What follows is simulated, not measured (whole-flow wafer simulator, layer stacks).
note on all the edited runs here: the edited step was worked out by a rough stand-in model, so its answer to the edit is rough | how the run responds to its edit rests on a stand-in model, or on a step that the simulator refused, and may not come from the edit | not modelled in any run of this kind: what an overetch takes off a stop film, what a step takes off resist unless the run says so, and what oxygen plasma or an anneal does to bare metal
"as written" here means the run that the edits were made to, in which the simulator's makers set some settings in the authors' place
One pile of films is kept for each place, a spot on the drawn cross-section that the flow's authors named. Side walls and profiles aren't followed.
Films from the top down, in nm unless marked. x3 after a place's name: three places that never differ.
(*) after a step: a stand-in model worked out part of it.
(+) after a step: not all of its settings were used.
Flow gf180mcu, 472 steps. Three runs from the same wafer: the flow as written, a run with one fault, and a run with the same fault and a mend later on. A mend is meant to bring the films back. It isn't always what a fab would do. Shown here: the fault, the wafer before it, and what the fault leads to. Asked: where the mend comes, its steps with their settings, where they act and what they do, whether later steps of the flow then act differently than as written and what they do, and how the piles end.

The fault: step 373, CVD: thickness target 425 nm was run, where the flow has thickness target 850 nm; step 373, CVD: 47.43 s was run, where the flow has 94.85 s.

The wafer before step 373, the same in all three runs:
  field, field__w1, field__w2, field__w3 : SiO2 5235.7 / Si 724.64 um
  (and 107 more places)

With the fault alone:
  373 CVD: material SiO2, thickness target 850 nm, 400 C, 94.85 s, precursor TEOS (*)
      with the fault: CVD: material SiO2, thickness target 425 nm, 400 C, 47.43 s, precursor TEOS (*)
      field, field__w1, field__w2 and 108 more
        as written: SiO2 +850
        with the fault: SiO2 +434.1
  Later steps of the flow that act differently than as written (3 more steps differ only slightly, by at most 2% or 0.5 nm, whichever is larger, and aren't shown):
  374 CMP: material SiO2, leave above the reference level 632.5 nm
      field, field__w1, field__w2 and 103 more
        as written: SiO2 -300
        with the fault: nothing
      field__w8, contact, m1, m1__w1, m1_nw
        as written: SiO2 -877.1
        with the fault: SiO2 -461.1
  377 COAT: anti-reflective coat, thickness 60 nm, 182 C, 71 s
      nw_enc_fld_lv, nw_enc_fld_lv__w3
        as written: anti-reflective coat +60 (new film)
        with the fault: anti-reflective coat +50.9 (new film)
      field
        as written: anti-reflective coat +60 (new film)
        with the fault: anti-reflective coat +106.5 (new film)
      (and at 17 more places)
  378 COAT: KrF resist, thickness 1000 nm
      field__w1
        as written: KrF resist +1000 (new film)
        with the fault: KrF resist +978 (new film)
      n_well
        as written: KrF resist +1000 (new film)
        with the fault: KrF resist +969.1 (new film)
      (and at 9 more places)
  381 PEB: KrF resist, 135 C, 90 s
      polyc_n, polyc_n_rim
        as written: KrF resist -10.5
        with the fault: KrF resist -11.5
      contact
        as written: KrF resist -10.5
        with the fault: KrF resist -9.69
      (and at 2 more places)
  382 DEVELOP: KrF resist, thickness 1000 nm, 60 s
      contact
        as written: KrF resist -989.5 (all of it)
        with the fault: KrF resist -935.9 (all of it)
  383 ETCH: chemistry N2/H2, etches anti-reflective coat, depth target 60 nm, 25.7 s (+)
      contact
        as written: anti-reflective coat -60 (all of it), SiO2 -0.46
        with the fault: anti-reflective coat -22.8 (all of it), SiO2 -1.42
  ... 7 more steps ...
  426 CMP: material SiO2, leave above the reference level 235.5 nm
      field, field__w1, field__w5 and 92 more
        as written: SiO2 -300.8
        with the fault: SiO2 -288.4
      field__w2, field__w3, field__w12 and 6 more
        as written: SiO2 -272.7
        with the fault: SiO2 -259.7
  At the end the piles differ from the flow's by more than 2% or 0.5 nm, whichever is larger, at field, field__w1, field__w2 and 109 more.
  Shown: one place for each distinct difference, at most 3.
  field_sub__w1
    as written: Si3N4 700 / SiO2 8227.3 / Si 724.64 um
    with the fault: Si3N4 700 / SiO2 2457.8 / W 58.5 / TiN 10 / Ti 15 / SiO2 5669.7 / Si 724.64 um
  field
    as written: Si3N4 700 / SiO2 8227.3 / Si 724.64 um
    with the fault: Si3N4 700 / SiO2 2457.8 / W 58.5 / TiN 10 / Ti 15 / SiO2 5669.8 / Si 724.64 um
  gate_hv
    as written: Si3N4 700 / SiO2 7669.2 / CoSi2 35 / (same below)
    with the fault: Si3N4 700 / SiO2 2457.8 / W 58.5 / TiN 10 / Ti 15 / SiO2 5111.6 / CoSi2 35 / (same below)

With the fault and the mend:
  The mend comes after step 373.
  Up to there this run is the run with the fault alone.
  373a CVD: material SiO2, thickness target 425 nm, 400 C, 47.43 s, precursor TEOS (*) (the flow's step 373 once more, with other settings)
      field, field__w1, field__w2 and 108 more
        SiO2 +434.1
  Later steps of the flow that act differently than as written:
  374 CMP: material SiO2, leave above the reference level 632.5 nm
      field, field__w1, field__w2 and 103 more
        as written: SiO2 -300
        with the mend: SiO2 -318.1
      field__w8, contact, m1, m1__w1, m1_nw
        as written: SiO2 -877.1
        with the mend: SiO2 -895.2
  At the end the piles are the same as the flow's at every place that both follow.
